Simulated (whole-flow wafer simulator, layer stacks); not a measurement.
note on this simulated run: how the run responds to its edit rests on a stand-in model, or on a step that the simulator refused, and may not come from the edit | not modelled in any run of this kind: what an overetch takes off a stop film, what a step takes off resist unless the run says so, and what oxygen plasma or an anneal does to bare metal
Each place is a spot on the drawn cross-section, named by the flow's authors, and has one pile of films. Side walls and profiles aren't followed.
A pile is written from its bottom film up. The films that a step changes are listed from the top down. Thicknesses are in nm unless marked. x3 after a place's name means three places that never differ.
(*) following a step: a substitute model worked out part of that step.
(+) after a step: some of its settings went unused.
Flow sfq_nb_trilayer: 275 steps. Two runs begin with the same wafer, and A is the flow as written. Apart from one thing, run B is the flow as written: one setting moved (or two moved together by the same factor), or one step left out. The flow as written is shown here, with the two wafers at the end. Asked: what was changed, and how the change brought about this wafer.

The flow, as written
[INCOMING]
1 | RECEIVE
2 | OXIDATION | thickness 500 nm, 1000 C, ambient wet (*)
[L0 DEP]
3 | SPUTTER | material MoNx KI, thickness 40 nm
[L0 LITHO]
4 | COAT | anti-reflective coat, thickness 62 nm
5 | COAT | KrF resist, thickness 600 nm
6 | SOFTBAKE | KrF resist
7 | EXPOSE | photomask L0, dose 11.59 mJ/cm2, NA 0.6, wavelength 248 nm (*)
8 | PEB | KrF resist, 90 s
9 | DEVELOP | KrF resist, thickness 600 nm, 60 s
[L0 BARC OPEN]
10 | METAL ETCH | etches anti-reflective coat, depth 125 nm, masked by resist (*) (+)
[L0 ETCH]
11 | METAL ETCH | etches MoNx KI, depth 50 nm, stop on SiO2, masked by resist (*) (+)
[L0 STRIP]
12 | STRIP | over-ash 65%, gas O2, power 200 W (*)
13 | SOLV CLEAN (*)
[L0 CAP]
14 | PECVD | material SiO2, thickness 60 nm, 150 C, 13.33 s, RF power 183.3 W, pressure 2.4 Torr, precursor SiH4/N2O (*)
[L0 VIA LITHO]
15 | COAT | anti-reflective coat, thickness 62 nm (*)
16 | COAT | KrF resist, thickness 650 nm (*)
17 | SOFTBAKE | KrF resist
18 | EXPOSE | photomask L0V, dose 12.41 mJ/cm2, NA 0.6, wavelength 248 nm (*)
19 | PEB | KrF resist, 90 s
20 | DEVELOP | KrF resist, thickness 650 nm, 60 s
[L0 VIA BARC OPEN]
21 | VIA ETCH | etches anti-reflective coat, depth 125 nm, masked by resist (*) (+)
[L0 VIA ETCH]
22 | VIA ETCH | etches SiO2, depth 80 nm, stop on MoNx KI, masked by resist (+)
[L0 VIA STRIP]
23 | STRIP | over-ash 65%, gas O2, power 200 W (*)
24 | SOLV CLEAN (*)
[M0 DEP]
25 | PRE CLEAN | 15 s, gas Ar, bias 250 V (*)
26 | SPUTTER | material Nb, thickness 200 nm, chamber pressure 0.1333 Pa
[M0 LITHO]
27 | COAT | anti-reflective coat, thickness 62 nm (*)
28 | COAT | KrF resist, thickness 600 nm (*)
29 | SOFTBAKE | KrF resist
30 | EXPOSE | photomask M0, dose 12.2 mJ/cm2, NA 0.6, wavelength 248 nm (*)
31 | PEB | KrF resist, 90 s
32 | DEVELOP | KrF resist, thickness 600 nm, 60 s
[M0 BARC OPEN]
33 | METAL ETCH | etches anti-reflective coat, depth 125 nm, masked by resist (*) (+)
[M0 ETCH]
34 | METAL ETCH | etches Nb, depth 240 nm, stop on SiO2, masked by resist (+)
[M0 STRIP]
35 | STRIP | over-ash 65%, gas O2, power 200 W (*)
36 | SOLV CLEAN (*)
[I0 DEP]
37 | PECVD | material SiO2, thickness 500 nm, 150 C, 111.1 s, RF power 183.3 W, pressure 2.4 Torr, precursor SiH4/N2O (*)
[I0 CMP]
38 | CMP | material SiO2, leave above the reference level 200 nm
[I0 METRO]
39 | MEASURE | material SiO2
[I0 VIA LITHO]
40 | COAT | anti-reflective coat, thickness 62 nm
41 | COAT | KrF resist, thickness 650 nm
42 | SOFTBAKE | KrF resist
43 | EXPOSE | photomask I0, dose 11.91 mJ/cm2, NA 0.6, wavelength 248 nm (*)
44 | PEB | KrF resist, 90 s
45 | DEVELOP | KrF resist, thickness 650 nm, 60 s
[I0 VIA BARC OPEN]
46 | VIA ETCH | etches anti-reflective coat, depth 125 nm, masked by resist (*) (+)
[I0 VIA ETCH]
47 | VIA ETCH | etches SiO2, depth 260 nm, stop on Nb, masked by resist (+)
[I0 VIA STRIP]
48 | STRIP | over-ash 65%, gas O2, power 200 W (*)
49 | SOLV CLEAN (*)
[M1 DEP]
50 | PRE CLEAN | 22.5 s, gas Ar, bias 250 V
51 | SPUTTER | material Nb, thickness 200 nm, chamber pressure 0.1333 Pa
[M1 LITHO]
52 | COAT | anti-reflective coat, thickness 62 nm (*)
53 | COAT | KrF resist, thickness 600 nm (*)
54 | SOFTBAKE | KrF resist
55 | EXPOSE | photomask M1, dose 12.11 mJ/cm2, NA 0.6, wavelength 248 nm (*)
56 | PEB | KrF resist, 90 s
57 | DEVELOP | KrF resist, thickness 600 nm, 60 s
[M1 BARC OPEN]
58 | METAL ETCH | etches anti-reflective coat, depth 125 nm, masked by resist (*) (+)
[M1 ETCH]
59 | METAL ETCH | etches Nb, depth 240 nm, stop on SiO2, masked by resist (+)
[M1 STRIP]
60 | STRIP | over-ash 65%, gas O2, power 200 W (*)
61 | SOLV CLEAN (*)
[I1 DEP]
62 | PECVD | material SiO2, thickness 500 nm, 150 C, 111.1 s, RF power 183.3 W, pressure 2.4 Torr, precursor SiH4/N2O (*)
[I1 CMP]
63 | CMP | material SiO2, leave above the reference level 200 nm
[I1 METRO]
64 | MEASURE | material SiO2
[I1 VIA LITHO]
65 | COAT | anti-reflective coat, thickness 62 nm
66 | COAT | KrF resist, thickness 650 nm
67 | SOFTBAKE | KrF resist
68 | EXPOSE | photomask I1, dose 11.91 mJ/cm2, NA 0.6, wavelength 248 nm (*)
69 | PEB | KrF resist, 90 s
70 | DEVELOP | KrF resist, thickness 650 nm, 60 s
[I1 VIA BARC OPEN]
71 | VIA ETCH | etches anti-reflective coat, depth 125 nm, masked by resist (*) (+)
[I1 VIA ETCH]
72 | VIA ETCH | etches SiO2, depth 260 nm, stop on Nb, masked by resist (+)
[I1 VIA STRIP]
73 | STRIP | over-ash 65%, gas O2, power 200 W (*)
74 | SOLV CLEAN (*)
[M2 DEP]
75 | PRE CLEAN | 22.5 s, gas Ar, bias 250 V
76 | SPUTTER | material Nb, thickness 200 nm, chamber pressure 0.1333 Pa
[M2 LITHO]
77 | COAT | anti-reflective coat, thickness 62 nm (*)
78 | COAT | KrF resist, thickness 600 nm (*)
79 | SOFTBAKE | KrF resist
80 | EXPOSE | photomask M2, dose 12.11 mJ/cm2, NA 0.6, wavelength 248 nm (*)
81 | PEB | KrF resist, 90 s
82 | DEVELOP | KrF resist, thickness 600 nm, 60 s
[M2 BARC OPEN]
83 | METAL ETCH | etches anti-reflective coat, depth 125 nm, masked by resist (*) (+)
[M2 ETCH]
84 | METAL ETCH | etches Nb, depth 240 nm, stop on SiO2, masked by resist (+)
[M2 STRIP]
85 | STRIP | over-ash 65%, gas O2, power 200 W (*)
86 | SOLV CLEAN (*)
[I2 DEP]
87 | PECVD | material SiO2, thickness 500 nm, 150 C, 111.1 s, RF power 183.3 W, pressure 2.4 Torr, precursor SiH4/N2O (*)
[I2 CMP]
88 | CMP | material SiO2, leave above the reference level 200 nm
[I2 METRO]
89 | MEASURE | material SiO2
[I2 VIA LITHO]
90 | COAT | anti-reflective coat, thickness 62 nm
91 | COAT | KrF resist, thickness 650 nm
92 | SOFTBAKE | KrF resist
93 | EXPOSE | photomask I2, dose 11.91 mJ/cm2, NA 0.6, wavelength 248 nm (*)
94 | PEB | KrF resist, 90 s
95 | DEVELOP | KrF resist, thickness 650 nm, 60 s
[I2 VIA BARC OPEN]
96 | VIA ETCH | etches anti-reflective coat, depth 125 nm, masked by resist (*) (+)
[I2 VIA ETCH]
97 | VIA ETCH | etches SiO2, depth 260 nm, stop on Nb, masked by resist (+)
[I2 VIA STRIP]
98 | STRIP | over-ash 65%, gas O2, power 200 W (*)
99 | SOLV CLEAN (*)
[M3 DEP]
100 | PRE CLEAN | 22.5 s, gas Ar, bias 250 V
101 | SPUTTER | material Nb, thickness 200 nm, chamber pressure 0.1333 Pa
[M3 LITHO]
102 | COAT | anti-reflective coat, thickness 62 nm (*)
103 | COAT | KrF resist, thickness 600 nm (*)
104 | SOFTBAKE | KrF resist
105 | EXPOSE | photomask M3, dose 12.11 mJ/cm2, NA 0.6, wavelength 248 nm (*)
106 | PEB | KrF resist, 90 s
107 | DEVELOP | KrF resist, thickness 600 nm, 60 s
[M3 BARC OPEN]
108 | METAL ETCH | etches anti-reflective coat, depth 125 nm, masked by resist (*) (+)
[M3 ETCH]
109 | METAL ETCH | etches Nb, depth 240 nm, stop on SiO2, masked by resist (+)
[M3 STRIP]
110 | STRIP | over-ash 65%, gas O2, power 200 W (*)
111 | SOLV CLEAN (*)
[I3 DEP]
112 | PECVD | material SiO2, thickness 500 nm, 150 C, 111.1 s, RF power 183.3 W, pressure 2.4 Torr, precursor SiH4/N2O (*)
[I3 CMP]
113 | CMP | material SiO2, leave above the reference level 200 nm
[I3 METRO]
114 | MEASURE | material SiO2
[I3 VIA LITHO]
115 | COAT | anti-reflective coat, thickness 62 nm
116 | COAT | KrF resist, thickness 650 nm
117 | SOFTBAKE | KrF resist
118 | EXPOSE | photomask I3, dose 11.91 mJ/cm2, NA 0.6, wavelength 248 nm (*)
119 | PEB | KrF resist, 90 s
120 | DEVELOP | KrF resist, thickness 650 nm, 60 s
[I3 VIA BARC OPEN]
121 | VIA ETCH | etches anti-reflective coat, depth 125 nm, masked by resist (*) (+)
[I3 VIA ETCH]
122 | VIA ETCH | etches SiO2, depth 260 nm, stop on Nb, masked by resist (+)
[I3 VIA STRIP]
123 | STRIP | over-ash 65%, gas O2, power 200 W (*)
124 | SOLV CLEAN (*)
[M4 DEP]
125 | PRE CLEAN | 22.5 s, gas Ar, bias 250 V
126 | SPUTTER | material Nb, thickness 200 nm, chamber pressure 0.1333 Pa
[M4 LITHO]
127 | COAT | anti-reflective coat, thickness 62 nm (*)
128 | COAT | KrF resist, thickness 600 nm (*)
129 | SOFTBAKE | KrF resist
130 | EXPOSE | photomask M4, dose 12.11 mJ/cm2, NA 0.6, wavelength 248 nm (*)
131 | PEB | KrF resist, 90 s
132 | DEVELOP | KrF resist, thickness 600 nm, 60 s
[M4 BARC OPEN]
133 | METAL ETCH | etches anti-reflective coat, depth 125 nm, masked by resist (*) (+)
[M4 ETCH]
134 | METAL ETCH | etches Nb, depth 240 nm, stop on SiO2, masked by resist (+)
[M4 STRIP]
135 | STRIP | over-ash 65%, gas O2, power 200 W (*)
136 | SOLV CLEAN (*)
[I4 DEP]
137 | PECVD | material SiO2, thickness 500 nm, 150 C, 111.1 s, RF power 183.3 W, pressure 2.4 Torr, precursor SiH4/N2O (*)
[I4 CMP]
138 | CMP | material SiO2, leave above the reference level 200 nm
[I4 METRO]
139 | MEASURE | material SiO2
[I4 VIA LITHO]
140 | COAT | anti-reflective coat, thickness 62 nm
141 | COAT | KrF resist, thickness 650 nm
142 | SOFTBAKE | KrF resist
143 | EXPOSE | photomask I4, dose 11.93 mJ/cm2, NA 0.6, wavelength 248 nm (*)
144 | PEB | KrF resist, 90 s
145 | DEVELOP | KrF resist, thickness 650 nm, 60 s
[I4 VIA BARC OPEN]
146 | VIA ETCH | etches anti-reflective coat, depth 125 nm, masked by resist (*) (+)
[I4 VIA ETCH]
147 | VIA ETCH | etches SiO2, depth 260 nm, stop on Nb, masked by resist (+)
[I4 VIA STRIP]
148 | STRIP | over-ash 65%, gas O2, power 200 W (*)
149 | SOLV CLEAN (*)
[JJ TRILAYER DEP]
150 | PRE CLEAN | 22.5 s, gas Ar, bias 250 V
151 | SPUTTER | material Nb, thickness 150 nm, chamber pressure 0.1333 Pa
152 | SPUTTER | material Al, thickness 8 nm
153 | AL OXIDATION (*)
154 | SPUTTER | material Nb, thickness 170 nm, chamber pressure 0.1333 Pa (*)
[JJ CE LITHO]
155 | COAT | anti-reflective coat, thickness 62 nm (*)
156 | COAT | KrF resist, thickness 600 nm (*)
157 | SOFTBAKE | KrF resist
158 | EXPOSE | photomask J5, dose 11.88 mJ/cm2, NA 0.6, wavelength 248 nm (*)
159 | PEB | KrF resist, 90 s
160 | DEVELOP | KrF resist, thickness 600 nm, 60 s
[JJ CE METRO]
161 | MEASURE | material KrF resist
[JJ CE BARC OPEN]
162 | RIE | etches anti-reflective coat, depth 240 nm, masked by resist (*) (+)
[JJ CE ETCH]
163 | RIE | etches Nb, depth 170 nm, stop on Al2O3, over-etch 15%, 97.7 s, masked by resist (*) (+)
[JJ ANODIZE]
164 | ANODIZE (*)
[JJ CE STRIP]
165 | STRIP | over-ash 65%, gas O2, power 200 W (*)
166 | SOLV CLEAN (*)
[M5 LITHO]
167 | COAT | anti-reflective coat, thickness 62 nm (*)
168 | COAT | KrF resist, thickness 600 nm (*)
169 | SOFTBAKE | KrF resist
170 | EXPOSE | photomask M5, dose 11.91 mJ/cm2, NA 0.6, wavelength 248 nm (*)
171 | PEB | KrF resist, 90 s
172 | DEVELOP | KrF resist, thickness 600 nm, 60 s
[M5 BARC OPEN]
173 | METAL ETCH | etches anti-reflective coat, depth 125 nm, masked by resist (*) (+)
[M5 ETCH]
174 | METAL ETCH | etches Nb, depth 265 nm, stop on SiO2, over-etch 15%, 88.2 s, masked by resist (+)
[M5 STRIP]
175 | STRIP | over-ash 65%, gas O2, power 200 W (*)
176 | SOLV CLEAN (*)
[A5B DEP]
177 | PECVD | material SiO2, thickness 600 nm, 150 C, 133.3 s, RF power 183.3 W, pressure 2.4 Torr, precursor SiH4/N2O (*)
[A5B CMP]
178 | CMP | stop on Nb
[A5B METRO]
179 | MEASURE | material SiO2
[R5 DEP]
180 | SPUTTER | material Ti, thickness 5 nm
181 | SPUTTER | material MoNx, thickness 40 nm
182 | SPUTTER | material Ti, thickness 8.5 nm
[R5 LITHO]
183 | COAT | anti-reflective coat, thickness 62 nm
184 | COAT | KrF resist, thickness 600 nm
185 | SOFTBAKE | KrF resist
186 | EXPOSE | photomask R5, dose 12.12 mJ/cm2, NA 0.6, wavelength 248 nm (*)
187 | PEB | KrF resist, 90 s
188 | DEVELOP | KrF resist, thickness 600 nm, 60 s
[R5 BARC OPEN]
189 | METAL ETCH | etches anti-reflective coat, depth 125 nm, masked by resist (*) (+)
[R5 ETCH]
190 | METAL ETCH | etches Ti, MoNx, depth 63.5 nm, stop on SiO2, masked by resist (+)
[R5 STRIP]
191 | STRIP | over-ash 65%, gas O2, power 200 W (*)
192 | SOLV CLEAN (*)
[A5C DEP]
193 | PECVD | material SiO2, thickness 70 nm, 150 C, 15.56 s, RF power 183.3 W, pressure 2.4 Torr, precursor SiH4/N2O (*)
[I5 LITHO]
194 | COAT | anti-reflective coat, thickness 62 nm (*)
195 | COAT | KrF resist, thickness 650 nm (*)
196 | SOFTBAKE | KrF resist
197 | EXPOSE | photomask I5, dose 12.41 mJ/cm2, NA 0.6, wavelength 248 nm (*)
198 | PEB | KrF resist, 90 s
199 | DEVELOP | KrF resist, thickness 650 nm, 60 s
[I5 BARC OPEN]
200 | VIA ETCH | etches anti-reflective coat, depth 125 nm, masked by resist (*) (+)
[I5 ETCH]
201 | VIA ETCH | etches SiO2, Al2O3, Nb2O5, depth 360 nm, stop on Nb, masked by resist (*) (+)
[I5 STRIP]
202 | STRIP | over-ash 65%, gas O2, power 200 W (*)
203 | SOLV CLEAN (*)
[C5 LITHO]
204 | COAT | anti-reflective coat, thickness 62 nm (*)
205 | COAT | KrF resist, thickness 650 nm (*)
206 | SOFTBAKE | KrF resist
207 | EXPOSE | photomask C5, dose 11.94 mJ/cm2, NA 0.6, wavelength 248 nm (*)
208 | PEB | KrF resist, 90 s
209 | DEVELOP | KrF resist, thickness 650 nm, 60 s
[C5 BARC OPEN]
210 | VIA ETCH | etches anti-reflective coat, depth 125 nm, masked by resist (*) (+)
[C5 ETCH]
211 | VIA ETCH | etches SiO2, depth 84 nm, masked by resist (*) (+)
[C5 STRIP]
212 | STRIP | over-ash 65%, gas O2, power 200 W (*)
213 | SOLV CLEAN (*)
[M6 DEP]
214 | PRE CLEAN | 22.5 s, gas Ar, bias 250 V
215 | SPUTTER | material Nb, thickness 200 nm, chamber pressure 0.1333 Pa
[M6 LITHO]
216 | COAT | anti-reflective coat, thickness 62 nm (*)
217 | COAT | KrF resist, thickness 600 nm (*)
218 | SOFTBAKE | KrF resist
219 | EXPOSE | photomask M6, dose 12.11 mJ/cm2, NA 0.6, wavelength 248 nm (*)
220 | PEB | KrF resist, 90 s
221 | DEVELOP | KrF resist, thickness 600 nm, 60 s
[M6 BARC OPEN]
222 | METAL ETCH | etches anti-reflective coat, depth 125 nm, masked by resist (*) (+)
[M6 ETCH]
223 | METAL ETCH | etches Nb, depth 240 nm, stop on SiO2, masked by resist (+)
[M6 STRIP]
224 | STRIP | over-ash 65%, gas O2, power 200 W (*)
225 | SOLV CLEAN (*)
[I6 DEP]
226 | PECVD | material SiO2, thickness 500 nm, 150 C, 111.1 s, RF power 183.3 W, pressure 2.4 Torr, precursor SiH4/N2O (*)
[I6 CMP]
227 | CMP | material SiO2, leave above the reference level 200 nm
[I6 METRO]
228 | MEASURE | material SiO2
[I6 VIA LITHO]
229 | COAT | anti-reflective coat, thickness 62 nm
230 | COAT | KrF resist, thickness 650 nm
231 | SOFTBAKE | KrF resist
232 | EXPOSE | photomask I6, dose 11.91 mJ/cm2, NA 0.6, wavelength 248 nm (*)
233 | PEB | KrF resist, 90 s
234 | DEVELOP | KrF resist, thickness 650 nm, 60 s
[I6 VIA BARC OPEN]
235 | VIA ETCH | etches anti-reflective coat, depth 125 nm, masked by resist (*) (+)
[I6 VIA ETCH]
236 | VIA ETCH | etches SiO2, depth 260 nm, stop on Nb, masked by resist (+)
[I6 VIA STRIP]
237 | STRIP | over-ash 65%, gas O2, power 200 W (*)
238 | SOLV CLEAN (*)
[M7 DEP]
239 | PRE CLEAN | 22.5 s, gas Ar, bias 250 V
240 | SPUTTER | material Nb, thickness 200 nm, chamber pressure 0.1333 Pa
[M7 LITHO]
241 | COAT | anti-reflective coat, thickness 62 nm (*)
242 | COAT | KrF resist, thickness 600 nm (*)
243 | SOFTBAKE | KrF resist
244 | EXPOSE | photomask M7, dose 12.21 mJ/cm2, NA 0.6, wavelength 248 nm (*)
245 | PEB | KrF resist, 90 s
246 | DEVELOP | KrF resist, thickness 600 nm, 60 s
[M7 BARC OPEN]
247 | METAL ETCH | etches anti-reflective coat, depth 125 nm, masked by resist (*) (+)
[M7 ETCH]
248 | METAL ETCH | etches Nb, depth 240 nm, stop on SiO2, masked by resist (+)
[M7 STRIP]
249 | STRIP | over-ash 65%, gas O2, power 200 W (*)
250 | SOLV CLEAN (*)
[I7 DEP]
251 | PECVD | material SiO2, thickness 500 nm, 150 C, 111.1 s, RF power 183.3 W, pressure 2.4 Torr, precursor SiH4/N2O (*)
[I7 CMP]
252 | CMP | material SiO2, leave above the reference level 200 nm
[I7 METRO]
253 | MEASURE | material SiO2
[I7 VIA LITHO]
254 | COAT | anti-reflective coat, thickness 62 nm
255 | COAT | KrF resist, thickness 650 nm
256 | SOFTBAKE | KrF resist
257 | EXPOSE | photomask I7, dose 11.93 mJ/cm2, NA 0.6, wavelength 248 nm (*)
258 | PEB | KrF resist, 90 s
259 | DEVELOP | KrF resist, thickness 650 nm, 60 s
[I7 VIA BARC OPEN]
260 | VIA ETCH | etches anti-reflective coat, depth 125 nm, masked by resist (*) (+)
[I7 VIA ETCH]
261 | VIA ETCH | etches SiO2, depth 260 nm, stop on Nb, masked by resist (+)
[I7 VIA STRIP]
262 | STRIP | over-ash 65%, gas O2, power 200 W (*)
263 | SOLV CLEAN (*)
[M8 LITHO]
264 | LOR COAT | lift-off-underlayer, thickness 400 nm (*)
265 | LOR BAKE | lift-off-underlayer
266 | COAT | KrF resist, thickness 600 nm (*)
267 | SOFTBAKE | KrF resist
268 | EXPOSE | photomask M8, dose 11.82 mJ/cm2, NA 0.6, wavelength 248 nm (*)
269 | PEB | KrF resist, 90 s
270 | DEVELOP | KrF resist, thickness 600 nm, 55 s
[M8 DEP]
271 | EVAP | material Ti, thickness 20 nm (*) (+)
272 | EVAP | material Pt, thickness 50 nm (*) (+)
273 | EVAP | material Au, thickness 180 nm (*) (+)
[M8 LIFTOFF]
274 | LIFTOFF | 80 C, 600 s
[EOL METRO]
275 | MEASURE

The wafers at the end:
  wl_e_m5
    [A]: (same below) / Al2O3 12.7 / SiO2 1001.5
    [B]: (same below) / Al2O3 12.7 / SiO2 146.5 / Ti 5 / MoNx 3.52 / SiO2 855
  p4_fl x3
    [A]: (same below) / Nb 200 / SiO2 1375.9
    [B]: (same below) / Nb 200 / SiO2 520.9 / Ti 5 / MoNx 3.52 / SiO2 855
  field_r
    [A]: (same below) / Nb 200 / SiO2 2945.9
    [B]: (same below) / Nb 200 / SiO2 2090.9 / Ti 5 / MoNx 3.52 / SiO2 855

The reason: step 190, METAL ETCH: depth 44.98 nm was run, whereas the flow has depth 63.5 nm.

Step by step, how the change led to this:
  190 | METAL ETCH | etches Ti, MoNx, depth 63.5 nm, stop on SiO2, masked by resist (+)
      field_l, v_sur, via_wl and 92 more: A Ti loses 8.5 (all of it), MoNx loses 40 (all of it), Ti loses 5 (all of it) | B Ti loses 8.5 (all of it), MoNx loses 36.5
      ce_l, c5j, ce_r, wl_jj: A Ti loses 8.5 (all of it), MoNx loses 40 (all of it), Ti loses 5 (all of it), Nb loses 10 | B Ti loses 8.5 (all of it), MoNx loses 36.5
      (and at 7 other places as well)
  193 | PECVD | material SiO2, thickness 70 nm, 150 C, 15.56 s, RF power 183.3 W, pressure 2.4 Torr, precursor SiH4/N2O (*)
      field_l, v_sur, via_wl and 92 more: A SiO2 gains 70 | B SiO2 gains 70 (new film)
  194 | COAT | anti-reflective coat, thickness 62 nm (*)
      wl_j_sl, wl_j_sr: A anti-reflective coat gains 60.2 (new film) | B anti-reflective coat gains 62 (new film)
      r5r_spacepad_l, r5r_spacepad_r: A anti-reflective coat gains 84.4 (new film) | B anti-reflective coat gains 80.7 (new film)
      (and at 11 other places as well)
  201 | VIA ETCH | etches SiO2, Al2O3, Nb2O5, depth 360 nm, stop on Nb, masked by resist (*) (+)
      be: A SiO2 loses 216.4 (all of it), Al2O3 loses 12.7 (all of it), Nb2O5 loses 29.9 (all of it) | B SiO2 loses 69.8 (all of it), MoNx loses 3.52 (all of it), Ti loses 5 (all of it), SiO2 loses 146.5 (all of it), Al2O3 loses 12.7 (all of it), Nb2O5 loses 29.9 (all of it)
  202 | STRIP | over-ash 65%, gas O2, power 200 W (*)
      wl_j_sl, wl_j_sr: A KrF resist loses 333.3 (all of it), anti-reflective coat loses 60.2 (all of it) | B KrF resist loses 333.1 (all of it), anti-reflective coat loses 62 (all of it)
      r5r_spacepad_l, r5r_spacepad_r: A KrF resist loses 335.6 (all of it), anti-reflective coat loses 84.4 (all of it) | B KrF resist loses 335.2 (all of it), anti-reflective coat loses 80.7 (all of it)
      (and at 11 other places as well)
  204 | COAT | anti-reflective coat, thickness 62 nm (*)
      wl_j_sl, wl_j_sr: A anti-reflective coat gains 60.2 (new film) | B anti-reflective coat gains 62 (new film)
      r5r_spacepad_l, r5r_spacepad_r: A anti-reflective coat gains 84.4 (new film) | B anti-reflective coat gains 80.7 (new film)
      (and at 11 other places as well)
  210 | VIA ETCH | etches anti-reflective coat, depth 125 nm, masked by resist (*) (+)
      c5j: A anti-reflective coat loses 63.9 (all of it), SiO2 loses 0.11 | B anti-reflective coat loses 61.3 (all of it), SiO2 loses 0.13
  211 | VIA ETCH | etches SiO2, depth 84 nm, masked by resist (*) (+)
      c5j: A SiO2 loses 69.9 (all of it), Nb loses 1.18 | B SiO2 loses 69.9 (all of it)
  212 | STRIP | over-ash 65%, gas O2, power 200 W (*)
      wl_j_sl, wl_j_sr: A KrF resist loses 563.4 (all of it), anti-reflective coat loses 60.2 (all of it) | B KrF resist loses 562.6 (all of it), anti-reflective coat loses 62 (all of it)
      r5r_spacepad_l, r5r_spacepad_r: A KrF resist loses 565.8 (all of it), anti-reflective coat loses 84.4 (all of it) | B KrF resist loses 564.7 (all of it), anti-reflective coat loses 80.7 (all of it)
      (and at 10 other places as well)
  214 | PRE CLEAN | 22.5 s, gas Ar, bias 250 V
      c5j: A Nb loses 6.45 | B MoNx loses 3.52 (all of it), Ti loses 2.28
  215 | SPUTTER | material Nb, thickness 200 nm, chamber pressure 0.1333 Pa
      c5j: A Nb gains 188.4 | B Nb gains 189.1 (new film)
  216 | COAT | anti-reflective coat, thickness 62 nm (*)
      r5r_line_l, r5r_line_c, r5r_line_r: A anti-reflective coat gains 50 (new film) | B anti-reflective coat gains 51.4 (new film)
      wl_j_sl, wl_j_sr: A anti-reflective coat gains 60.2 (new film) | B anti-reflective coat gains 62 (new film)
      (and at 11 other places as well)
  222 | METAL ETCH | etches anti-reflective coat, depth 125 nm, masked by resist (*) (+)
      r5r_line_l, r5r_line_c, r5r_line_r: A anti-reflective coat loses 50 (all of it) | B anti-reflective coat loses 51.4 (all of it)
      r5r_spacepad_l, r5r_spacepad_r: A anti-reflective coat loses 85.7 (all of it) | B anti-reflective coat loses 81.6 (all of it)
      (and at 1 other place as well)
  224 | STRIP | over-ash 65%, gas O2, power 200 W (*)
      wl_j_sl, wl_j_sr: A KrF resist loses 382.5 (all of it), anti-reflective coat loses 60.2 (all of it) | B KrF resist loses 382.4 (all of it), anti-reflective coat loses 62 (all of it)
      be_sur: A KrF resist loses 371.2 (all of it), anti-reflective coat loses 43.8 (all of it) | B KrF resist loses 371.1 (all of it), anti-reflective coat loses 42.9 (all of it)
      (and at 7 other places as well)
  227 | CMP | material SiO2, leave above the reference level 200 nm
      ce_l, ce_r, wl_jj: A SiO2 loses 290 | B SiO2 loses 300
      be_r, r_sur, r_end: A SiO2 loses 353.5 | B SiO2 loses 345
      (and at 7 other places as well)
Taking metal films that touch as one body, wl_e_m5 has 7 bodies (between them, from the top down: SiO2 146.5 / Al2O3 12.7 / Nb2O5 29.9; SiO2 192.5; SiO2 192.5; SiO2 192.5; SiO2 192.5; SiO2 192.5); the flow as written gives 6 bodies (between them, from the top down: SiO2 192.5; SiO2 192.5; SiO2 192.5; SiO2 192.5; SiO2 192.5).
Taking metal films that touch as one body, p4_fl x3 has 3 bodies (between them, from the top down: SiO2 520.9; SiO2 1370); the flow as written gives 2 bodies (between them, from the top down: SiO2 1370).
Taking metal films that touch as one body, field_r has 2 bodies (between them, from the top down: SiO2 2090.9); the flow as written gives 1 body.
